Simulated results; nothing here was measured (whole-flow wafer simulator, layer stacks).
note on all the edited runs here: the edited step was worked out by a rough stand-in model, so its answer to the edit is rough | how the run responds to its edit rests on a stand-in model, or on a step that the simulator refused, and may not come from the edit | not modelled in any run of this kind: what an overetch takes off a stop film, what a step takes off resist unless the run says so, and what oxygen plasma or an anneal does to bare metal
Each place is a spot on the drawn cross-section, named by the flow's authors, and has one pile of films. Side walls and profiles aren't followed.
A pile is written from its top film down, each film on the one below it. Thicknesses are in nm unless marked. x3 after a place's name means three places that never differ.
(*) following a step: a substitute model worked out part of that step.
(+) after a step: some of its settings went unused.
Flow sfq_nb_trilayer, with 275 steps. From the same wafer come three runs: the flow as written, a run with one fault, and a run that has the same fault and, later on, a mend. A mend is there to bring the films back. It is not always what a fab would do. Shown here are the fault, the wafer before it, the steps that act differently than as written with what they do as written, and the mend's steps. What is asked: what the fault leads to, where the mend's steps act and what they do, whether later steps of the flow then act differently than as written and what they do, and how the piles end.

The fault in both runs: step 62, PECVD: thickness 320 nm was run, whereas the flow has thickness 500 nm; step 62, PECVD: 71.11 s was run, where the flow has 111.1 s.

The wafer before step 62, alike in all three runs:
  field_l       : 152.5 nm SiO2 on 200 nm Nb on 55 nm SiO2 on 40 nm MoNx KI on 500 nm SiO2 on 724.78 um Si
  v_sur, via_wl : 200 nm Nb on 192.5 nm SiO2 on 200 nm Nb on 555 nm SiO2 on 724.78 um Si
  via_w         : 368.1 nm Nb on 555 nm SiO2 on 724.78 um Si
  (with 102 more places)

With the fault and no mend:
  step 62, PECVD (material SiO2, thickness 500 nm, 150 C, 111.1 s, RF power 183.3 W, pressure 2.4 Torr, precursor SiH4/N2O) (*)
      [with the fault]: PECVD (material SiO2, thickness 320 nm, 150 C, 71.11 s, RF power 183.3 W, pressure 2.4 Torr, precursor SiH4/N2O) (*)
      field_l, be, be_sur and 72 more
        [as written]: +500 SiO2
        [with the fault]: +320 SiO2
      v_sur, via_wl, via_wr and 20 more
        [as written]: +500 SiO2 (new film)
        [with the fault]: +320 SiO2 (new film)
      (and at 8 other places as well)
  Steps further on in the flow that do not act as written (not shown: 18 more steps that differ only slightly, by at most 2% or 0.5 nm, whichever is larger):
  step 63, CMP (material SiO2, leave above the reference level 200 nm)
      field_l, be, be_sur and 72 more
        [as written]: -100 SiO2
        [with the fault]: nothing
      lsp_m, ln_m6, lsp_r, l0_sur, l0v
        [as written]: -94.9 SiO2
        [with the fault]: nothing
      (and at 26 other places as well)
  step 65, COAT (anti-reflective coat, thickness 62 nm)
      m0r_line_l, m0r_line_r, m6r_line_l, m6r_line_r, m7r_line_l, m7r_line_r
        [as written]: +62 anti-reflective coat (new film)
        [with the fault]: +63.6 anti-reflective coat (new film)
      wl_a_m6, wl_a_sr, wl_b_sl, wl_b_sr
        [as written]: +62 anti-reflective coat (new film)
        [with the fault]: +60.4 anti-reflective coat (new film)
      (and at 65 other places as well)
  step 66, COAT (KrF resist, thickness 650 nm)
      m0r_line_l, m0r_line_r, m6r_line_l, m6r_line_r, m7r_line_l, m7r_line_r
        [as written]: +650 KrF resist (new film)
        [with the fault]: +665.7 KrF resist (new film)
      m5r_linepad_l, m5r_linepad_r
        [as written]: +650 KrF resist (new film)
        [with the fault]: +633 KrF resist (new film)
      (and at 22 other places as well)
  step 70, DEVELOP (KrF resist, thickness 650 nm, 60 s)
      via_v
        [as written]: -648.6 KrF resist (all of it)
        [with the fault]: -619.1 KrF resist (all of it)
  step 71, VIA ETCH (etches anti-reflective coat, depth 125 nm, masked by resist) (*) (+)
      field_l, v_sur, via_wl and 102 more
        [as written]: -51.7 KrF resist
        [with the fault]: -46.3 KrF resist
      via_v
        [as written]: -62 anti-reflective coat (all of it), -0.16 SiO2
        [with the fault]: -55.6 anti-reflective coat (all of it), -0.14 SiO2
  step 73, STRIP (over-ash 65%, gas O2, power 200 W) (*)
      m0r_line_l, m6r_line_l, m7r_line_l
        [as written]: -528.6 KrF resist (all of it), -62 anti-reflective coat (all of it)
        [with the fault]: -549.7 KrF resist (all of it), -63.6 anti-reflective coat (all of it)
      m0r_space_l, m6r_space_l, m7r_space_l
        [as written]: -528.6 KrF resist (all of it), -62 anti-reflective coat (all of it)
        [with the fault]: -543 KrF resist (all of it), -73.4 anti-reflective coat (all of it)
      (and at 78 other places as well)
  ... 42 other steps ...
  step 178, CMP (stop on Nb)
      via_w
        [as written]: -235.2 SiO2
        [with the fault]: -226.5 SiO2
  At via_w, the piles at the end differ from the flow's by more than 2% or 0.5 nm, whichever is larger.
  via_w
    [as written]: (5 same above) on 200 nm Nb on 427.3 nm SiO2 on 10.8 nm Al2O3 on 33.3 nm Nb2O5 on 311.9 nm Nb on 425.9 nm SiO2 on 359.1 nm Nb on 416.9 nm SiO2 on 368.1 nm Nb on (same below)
    [with the fault]: (5 same above) on 200 nm Nb on 495.5 nm SiO2 on 10.1 nm Al2O3 on 34.6 nm Nb2O5 on 110.8 nm Nb on 189.6 nm SiO2 on 161.3 nm Nb on 344 nm SiO2 on 90.1 nm Nb on 107.3 nm SiO2 on 176 nm Nb on 265.9 nm SiO2 on 368.1 nm Nb on (same below)

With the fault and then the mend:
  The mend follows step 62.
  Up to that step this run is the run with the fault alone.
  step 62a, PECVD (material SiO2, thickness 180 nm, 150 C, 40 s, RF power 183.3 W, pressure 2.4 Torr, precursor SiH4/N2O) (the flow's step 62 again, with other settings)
      field_l, v_sur, via_wl and 102 more
        +180 SiO2
      via_w
        +160.5 SiO2
  Steps further on in the flow that do not act as written:
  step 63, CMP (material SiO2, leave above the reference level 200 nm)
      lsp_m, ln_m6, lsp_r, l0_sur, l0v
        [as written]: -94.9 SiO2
        [with the mend]: -100 SiO2
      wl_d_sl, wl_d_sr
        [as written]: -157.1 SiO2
        [with the mend]: -100 SiO2
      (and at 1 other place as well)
  At every place that both follow, the piles at the end match the flow's.
